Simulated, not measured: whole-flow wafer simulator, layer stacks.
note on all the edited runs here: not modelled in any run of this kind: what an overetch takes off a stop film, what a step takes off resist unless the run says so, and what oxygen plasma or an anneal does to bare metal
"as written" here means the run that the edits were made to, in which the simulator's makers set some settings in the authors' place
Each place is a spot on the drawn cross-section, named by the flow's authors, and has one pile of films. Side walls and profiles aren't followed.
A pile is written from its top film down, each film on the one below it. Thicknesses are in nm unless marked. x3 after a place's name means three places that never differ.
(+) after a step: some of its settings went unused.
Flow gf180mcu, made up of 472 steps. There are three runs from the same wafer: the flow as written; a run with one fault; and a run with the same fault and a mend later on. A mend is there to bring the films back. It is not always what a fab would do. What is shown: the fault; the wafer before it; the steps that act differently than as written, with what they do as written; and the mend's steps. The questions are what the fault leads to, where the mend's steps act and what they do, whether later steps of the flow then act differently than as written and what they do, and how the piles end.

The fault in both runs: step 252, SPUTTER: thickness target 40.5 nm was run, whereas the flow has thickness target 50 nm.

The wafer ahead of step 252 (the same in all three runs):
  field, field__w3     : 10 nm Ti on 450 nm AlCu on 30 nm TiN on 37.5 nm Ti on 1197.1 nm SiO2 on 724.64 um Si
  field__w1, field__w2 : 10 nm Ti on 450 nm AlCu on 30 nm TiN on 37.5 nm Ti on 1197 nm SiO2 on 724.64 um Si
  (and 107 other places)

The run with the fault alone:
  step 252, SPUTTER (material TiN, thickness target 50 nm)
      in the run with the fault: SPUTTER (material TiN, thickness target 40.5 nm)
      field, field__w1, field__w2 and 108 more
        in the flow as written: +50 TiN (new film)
        in the run with the fault: +40.5 TiN (new film)
  Steps further on in the flow that do not act as written (5 other steps are not shown; they differ only slightly, by no more than 2% or 0.5 nm, whichever is larger):
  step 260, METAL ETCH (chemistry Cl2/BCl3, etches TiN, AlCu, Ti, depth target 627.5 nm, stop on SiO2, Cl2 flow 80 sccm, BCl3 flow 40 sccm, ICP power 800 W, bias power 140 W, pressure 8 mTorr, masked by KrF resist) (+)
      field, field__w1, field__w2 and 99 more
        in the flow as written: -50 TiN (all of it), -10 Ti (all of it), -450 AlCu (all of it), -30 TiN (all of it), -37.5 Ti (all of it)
        in the run with the fault: -40.5 TiN (all of it), -10 Ti (all of it), -450 AlCu (all of it), -30 TiN (all of it), -37.5 Ti (all of it)
  At field__w8, contact, m1 and 6 more, the piles at the end differ from the flow's by more than 2% or 0.5 nm, whichever is larger.
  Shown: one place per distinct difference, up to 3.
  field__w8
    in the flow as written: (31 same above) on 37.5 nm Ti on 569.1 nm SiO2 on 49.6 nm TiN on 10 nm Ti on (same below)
    in the run with the fault: (31 same above) on 37.5 nm Ti on 578.6 nm SiO2 on 40.1 nm TiN on 10 nm Ti on (same below)
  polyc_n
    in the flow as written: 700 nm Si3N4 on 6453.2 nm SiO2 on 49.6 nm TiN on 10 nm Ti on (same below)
    in the run with the fault: 700 nm Si3N4 on 6462.7 nm SiO2 on 40.1 nm TiN on 10 nm Ti on (same below)
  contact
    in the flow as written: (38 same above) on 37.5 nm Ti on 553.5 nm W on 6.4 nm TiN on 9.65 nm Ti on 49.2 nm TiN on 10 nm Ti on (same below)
    in the run with the fault: (38 same above) on 37.5 nm Ti on 563.1 nm W on 6.37 nm TiN on 9.6 nm Ti on 39.7 nm TiN on 10 nm Ti on (same below)

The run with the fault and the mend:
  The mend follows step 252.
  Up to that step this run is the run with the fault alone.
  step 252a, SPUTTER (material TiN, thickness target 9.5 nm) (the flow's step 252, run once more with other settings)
      field, field__w1, field__w2 and 108 more
        +9.5 TiN
  Later steps of the flow that are run all act as written at every place that is followed.
  The piles end the same as the flow's at every place that both follow.
